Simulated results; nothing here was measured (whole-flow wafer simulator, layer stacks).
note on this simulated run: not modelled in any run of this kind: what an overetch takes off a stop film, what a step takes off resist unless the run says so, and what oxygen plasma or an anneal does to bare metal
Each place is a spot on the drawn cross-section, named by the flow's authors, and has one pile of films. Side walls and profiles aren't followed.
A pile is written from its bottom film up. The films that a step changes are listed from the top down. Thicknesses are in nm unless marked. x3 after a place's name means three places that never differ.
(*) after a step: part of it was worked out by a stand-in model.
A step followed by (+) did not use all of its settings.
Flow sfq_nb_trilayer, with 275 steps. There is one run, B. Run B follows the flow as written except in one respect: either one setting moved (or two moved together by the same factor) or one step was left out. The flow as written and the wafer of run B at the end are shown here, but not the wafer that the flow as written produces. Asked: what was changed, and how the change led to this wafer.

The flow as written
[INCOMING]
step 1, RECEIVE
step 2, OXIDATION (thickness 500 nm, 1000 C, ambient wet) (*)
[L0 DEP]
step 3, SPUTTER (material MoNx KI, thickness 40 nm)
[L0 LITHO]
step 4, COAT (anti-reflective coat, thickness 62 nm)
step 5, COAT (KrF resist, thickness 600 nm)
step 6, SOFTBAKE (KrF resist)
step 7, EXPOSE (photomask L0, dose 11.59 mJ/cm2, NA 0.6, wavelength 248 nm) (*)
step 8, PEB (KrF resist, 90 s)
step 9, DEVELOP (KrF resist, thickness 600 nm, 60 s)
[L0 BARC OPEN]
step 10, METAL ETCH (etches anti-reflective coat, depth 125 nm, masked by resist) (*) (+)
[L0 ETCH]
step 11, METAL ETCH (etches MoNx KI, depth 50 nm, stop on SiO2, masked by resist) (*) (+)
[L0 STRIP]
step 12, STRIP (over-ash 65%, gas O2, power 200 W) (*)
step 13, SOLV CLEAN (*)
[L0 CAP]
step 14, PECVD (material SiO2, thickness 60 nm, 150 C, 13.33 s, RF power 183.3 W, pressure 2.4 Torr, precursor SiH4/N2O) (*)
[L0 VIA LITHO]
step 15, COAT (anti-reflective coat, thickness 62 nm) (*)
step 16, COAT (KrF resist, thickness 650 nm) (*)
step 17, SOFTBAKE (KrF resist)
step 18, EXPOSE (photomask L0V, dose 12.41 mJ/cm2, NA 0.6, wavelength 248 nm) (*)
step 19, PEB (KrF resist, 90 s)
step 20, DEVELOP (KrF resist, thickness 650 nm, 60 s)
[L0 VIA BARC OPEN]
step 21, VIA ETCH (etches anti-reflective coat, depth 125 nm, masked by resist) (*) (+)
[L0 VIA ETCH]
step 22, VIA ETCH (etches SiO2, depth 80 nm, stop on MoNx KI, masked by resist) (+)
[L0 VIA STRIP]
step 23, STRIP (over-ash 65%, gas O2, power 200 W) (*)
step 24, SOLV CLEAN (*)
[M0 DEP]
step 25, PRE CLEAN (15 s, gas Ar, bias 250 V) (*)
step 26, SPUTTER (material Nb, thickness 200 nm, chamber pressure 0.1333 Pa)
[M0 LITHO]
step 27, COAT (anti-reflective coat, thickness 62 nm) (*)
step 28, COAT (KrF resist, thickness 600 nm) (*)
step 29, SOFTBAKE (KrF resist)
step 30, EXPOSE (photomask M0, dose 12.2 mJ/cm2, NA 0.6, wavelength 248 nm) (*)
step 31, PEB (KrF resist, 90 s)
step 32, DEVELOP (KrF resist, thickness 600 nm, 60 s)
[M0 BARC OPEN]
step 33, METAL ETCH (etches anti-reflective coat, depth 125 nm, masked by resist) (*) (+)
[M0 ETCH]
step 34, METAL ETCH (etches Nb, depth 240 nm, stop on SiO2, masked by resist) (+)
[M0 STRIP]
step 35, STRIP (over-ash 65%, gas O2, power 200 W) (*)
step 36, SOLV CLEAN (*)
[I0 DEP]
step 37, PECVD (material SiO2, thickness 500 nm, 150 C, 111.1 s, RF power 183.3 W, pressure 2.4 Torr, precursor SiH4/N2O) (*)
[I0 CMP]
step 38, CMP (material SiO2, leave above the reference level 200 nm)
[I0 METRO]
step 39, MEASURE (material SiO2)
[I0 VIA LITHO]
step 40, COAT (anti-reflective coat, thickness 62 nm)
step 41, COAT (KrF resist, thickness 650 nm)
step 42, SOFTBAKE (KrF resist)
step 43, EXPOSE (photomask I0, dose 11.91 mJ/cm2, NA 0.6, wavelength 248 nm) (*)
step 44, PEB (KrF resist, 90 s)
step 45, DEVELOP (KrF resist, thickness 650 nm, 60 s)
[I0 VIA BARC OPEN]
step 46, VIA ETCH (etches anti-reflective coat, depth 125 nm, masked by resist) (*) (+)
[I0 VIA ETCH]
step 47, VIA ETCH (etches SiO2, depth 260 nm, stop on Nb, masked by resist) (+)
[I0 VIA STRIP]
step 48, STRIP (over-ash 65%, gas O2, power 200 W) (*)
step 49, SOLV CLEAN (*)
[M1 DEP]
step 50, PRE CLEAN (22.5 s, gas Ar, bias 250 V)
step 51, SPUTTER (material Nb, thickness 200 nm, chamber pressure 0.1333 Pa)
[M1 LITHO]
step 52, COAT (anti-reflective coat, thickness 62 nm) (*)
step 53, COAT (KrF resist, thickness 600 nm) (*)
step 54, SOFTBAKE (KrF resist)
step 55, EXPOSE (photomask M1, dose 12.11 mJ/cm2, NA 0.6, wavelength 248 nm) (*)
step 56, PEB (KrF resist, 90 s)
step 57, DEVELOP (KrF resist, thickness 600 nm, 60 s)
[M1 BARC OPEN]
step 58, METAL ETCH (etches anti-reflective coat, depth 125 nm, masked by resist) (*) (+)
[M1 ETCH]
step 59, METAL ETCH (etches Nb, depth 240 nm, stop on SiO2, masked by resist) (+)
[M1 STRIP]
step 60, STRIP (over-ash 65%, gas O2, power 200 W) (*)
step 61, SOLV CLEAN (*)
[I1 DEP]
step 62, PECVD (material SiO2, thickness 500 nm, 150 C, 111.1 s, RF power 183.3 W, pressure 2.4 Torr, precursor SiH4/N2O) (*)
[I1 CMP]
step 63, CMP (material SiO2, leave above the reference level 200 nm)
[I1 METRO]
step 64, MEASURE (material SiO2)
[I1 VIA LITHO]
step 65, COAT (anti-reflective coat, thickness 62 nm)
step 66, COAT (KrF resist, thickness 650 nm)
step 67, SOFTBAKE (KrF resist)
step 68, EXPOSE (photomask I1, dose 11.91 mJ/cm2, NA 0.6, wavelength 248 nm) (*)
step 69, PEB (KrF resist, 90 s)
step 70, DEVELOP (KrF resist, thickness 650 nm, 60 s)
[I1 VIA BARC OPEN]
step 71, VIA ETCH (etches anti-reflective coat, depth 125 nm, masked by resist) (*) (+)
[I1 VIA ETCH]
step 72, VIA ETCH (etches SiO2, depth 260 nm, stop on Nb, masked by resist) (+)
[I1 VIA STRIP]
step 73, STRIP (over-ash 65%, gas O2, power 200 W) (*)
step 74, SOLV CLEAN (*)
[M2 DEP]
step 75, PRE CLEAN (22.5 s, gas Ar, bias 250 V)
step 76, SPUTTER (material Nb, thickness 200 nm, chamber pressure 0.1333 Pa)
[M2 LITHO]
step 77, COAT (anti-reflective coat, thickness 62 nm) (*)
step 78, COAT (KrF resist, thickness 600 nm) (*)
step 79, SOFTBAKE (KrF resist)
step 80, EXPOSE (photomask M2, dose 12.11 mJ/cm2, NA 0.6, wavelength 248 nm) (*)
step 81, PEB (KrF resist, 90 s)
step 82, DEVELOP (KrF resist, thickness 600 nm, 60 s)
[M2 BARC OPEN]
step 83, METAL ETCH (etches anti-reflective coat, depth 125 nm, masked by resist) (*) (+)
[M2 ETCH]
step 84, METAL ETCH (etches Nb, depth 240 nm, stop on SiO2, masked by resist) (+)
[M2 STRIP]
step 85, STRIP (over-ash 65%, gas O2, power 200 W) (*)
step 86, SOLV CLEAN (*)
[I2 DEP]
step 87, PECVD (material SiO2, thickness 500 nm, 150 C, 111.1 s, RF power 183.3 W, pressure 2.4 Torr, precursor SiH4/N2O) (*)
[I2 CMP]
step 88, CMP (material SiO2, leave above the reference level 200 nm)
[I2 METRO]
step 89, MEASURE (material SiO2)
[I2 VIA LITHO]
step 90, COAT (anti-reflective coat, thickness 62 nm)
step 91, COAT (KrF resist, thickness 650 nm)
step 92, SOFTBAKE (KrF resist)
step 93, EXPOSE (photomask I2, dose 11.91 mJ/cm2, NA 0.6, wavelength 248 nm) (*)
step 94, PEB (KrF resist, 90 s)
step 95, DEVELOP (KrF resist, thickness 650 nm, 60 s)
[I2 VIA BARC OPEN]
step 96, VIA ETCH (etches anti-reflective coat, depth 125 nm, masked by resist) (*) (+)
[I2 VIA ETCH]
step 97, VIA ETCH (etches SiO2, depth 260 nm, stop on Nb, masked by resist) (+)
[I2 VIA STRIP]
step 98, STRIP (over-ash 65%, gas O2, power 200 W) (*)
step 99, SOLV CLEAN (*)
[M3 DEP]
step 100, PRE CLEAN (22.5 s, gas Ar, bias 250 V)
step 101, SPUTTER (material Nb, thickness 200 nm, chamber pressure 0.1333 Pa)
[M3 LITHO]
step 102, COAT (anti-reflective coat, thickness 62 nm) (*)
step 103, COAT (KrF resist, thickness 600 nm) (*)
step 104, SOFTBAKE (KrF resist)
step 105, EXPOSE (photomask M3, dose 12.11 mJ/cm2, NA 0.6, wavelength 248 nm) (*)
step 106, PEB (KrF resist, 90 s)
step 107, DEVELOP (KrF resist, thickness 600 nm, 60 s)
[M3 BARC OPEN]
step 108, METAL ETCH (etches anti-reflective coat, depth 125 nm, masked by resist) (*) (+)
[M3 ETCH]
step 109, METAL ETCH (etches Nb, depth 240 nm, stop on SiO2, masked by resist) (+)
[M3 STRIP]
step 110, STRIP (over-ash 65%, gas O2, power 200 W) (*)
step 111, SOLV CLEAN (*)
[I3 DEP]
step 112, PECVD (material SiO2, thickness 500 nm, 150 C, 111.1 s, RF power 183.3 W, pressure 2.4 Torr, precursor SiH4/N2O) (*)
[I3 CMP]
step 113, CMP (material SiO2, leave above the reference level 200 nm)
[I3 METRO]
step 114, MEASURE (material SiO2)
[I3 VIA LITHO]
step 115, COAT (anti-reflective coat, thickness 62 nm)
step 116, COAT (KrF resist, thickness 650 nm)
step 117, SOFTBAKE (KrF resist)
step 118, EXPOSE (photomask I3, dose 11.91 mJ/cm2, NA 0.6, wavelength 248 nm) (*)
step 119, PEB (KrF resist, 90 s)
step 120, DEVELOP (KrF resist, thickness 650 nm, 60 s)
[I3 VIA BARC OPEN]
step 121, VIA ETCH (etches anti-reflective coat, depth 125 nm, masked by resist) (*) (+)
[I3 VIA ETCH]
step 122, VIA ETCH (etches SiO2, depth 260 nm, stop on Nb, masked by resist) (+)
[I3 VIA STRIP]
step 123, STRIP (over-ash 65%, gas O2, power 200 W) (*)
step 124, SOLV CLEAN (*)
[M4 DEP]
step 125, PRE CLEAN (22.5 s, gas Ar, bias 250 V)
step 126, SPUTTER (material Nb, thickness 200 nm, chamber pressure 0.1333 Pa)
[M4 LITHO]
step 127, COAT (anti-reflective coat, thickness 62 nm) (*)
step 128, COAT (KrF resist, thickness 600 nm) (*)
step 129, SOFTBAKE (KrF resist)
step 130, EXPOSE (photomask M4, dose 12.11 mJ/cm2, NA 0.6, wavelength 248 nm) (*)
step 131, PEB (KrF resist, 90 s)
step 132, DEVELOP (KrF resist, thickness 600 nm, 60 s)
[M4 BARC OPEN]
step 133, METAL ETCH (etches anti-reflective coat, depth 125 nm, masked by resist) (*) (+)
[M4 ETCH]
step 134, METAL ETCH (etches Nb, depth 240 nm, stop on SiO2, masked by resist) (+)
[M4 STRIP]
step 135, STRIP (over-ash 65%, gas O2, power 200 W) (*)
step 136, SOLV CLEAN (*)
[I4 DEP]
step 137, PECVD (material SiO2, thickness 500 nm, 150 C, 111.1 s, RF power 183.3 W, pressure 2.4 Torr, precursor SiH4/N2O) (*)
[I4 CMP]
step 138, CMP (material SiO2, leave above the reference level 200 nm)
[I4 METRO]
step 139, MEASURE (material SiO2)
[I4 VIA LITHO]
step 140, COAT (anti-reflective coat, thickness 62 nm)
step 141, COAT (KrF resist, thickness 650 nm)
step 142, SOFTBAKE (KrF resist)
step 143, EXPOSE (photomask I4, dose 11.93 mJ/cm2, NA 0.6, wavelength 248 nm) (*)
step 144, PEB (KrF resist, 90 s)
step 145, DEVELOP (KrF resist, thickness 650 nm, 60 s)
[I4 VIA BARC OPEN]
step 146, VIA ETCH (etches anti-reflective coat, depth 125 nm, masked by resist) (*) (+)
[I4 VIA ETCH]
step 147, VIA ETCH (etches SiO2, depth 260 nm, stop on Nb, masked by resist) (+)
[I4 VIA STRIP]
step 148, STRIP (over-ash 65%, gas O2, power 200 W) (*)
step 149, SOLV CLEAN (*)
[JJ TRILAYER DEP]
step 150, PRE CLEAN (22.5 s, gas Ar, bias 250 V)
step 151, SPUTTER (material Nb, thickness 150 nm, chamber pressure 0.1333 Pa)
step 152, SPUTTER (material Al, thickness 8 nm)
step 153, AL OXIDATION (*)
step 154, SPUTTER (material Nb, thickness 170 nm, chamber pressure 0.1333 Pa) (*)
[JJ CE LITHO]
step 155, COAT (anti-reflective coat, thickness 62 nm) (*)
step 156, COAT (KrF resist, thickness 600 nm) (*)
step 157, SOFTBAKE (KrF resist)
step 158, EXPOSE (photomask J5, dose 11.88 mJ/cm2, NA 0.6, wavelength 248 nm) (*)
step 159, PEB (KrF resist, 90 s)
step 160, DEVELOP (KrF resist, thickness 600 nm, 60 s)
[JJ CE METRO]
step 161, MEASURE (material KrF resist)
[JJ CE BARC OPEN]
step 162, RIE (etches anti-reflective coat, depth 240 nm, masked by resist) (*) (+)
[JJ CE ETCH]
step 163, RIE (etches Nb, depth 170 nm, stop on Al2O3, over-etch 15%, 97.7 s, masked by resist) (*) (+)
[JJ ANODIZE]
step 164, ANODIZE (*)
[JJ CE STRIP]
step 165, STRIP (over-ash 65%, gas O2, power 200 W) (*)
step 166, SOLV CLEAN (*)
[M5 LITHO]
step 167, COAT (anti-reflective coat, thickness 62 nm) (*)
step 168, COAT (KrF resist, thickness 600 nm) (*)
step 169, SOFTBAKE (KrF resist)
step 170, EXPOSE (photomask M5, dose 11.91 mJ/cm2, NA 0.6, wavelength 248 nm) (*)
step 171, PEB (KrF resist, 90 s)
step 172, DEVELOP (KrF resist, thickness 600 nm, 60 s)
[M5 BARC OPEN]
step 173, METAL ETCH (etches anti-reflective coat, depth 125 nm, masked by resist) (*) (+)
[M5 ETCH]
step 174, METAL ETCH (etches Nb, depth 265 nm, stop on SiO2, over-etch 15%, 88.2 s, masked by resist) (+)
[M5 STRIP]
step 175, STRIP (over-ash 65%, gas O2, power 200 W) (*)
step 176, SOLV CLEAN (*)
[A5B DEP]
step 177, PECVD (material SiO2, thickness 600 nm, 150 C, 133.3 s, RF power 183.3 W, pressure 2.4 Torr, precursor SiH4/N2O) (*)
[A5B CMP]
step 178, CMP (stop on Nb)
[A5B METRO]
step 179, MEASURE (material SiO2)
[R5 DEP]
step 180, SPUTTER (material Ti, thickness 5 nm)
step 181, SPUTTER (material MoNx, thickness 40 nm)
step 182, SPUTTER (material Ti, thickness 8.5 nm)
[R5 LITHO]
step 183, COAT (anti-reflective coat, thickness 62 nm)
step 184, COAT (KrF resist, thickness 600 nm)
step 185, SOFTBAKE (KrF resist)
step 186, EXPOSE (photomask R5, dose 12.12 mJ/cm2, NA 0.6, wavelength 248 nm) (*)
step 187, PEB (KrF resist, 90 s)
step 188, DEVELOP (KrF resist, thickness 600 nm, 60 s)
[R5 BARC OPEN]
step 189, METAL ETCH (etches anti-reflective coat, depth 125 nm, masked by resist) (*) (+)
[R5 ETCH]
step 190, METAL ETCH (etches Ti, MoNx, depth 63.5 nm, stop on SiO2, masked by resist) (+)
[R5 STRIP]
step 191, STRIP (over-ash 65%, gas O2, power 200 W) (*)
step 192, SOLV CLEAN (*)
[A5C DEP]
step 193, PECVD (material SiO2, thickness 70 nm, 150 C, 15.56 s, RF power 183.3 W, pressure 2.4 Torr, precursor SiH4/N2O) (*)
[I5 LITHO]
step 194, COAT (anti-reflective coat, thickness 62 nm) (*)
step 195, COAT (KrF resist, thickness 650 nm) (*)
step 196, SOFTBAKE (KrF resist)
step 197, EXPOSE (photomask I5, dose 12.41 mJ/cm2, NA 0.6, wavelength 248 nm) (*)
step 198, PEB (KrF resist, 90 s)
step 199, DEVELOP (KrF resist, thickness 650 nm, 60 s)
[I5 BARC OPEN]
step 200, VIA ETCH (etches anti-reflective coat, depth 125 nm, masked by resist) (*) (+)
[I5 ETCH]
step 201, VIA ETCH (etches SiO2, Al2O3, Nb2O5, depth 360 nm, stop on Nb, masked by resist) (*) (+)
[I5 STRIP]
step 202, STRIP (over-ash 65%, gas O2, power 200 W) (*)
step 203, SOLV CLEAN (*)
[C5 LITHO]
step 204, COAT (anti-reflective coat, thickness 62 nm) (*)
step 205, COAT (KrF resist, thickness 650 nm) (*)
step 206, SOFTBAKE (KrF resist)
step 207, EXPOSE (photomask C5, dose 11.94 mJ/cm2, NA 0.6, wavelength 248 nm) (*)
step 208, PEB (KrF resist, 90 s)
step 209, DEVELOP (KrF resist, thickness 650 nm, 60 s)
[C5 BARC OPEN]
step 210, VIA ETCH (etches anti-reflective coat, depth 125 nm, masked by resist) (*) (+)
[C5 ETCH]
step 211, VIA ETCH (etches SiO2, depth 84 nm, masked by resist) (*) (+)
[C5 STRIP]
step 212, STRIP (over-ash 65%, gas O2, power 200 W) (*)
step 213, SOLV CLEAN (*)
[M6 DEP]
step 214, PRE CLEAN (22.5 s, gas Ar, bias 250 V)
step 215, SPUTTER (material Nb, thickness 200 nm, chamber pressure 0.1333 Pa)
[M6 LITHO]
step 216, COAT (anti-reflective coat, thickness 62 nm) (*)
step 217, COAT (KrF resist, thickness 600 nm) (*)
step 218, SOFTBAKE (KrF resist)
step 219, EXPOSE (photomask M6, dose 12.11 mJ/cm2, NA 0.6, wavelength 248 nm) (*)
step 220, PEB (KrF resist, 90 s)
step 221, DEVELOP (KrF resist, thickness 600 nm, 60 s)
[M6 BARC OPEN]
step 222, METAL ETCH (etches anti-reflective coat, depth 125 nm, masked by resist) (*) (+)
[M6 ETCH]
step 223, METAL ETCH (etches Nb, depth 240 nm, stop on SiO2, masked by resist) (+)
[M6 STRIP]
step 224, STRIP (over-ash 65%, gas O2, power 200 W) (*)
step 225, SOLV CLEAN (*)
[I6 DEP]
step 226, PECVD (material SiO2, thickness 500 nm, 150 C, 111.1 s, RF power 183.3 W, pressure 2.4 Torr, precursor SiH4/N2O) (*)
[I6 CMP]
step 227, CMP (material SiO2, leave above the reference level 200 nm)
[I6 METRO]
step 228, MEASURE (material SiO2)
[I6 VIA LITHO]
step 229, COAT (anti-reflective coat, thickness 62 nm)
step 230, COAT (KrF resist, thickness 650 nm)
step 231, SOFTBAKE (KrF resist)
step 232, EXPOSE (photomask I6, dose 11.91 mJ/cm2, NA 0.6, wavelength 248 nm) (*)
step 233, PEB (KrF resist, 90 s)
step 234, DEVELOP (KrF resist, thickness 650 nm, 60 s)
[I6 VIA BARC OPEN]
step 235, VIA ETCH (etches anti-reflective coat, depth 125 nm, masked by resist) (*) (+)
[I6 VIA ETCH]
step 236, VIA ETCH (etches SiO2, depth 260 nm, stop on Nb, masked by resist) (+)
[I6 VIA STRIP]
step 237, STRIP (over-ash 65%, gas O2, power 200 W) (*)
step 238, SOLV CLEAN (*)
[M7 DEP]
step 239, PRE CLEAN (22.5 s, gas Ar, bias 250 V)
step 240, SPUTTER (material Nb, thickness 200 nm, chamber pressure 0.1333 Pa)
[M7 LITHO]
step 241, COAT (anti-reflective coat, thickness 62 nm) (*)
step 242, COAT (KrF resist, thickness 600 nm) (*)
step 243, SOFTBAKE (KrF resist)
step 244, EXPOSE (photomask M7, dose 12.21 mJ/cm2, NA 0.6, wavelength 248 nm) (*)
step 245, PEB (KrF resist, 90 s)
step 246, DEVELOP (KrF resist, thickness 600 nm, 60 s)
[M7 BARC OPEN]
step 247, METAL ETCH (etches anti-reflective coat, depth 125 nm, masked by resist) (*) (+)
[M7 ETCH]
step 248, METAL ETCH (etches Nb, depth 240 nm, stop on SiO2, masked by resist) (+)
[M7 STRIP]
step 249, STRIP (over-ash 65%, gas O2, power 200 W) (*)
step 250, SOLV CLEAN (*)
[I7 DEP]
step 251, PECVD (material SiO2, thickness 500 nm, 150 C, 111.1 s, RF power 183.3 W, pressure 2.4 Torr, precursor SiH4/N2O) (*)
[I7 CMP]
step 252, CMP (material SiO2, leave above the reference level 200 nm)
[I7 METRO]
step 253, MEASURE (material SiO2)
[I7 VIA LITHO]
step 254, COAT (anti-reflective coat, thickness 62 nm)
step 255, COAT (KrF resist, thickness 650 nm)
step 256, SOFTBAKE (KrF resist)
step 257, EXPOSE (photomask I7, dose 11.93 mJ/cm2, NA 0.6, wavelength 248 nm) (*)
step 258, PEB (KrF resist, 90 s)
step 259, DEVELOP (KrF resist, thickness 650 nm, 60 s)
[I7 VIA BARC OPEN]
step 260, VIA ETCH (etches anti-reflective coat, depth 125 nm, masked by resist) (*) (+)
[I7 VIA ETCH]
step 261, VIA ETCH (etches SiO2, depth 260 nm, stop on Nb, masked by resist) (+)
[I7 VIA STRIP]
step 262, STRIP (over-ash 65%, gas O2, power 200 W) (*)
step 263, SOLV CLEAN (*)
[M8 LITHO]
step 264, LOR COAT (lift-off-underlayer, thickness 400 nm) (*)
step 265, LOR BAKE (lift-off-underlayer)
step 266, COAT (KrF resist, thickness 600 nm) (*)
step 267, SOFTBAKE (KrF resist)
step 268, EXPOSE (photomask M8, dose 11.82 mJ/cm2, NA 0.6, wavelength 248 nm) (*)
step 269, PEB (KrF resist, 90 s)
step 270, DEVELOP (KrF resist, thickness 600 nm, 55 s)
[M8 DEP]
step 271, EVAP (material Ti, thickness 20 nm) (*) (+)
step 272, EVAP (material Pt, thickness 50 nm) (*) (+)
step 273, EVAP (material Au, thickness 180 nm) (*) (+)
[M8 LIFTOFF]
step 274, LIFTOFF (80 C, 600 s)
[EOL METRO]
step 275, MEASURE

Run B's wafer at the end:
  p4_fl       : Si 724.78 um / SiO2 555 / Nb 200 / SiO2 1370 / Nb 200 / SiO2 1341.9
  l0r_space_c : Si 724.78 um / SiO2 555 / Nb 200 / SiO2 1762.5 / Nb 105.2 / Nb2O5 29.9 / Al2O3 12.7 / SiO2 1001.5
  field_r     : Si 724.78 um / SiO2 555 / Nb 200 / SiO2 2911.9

The reason: step 151, SPUTTER: thickness 116 nm was run, while the flow as written has thickness 150 nm.

How this came from the change, step by step:
  step 151, SPUTTER (material Nb, thickness 150 nm, chamber pressure 0.1333 Pa)
      field_l, v_sur, via_sp and 100 more: Nb gains 116 (new film) (in the flow as written it would be: Nb gains 150 (new film))
      via_wl, via_w, via_wr: Nb gains 100.6 (in the flow as written it would be: Nb gains 130.4)
  step 155, COAT (anti-reflective coat, thickness 62 nm) (*)
      via_wl, via_wr: anti-reflective coat gains 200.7 (new film) (in the flow as written it would be: anti-reflective coat gains 209.4 (new film))
      via_w: anti-reflective coat gains 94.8 (new film) (in the flow as written it would be: anti-reflective coat gains 97.4 (new film))
  step 162, RIE (etches anti-reflective coat, depth 240 nm, masked by resist) (*) (+)
      ce_l, c5j, ce_r, wl_jj: KrF resist loses 200.7 (in the flow as written it would be: KrF resist loses 209.4)
      via_wl, via_wr: anti-reflective coat loses 200.7 (all of it) (in the flow as written it would be: anti-reflective coat loses 209.4 (all of it))
      (as well as at 1 more place)
  step 164, ANODIZE (*)
      via_wl, via_wr: Al2O3 gains 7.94 (new film), Nb2O5 gains 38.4 (new film), Al loses 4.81 (all of it), Nb loses 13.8 (in the flow as written it would be: Al2O3 gains 7.52 (new film), Nb2O5 gains 39.2 (new film), Al loses 4.56 (all of it), Nb loses 14.1)
  step 165, STRIP (over-ash 65%, gas O2, power 200 W) (*)
      c5j, ce_r: KrF resist loses 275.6 (all of it), anti-reflective coat loses 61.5 (all of it) (in the flow as written it would be: KrF resist loses 266.9 (all of it), anti-reflective coat loses 61.5 (all of it))
      ce_l: KrF resist loses 275.5 (all of it), anti-reflective coat loses 61.4 (all of it) (in the flow as written it would be: KrF resist loses 266.8 (all of it), anti-reflective coat loses 61.4 (all of it))
      (as well as at 1 more place)
  step 167, COAT (anti-reflective coat, thickness 62 nm) (*)
      via_wl: anti-reflective coat gains 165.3 (new film) (in the flow as written it would be: anti-reflective coat gains 170.5 (new film))
      via_wr: anti-reflective coat gains 165.3 (new film) (in the flow as written it would be: anti-reflective coat gains 170.6 (new film))
  step 174, METAL ETCH (etches Nb, depth 265 nm, stop on SiO2, over-etch 15%, 88.2 s, masked by resist) (+)
      field_l, r_sur, res and 50 more: Al2O3 loses 12.6 (all of it), Nb2O5 loses 29.9 (all of it), Nb loses 105.2 (all of it), SiO2 loses 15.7 (in the flow as written it would be: Al2O3 loses 12.6 (all of it), Nb2O5 loses 29.9 (all of it), Nb loses 139.2 (all of it), SiO2 loses 12.3)
  step 175, STRIP (over-ash 65%, gas O2, power 200 W) (*)
      via_wl: KrF resist loses 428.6 (all of it), anti-reflective coat loses 165.3 (all of it) (in the flow as written it would be: KrF resist loses 427 (all of it), anti-reflective coat loses 170.5 (all of it))
      via_wr: KrF resist loses 429.1 (all of it), anti-reflective coat loses 165.3 (all of it) (in the flow as written it would be: KrF resist loses 427.6 (all of it), anti-reflective coat loses 170.6 (all of it))
  step 178, CMP (stop on Nb)
      field_l, p4_fl, p4_fm and 39 more: SiO2 loses 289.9 (in the flow as written it would be: SiO2 loses 259.3)
      r_sur, res, r_end, moat, field_r, lsp_l: SiO2 loses 289.9 (in the flow as written it would be: SiO2 loses 252.3)
      (as well as at 5 more places)
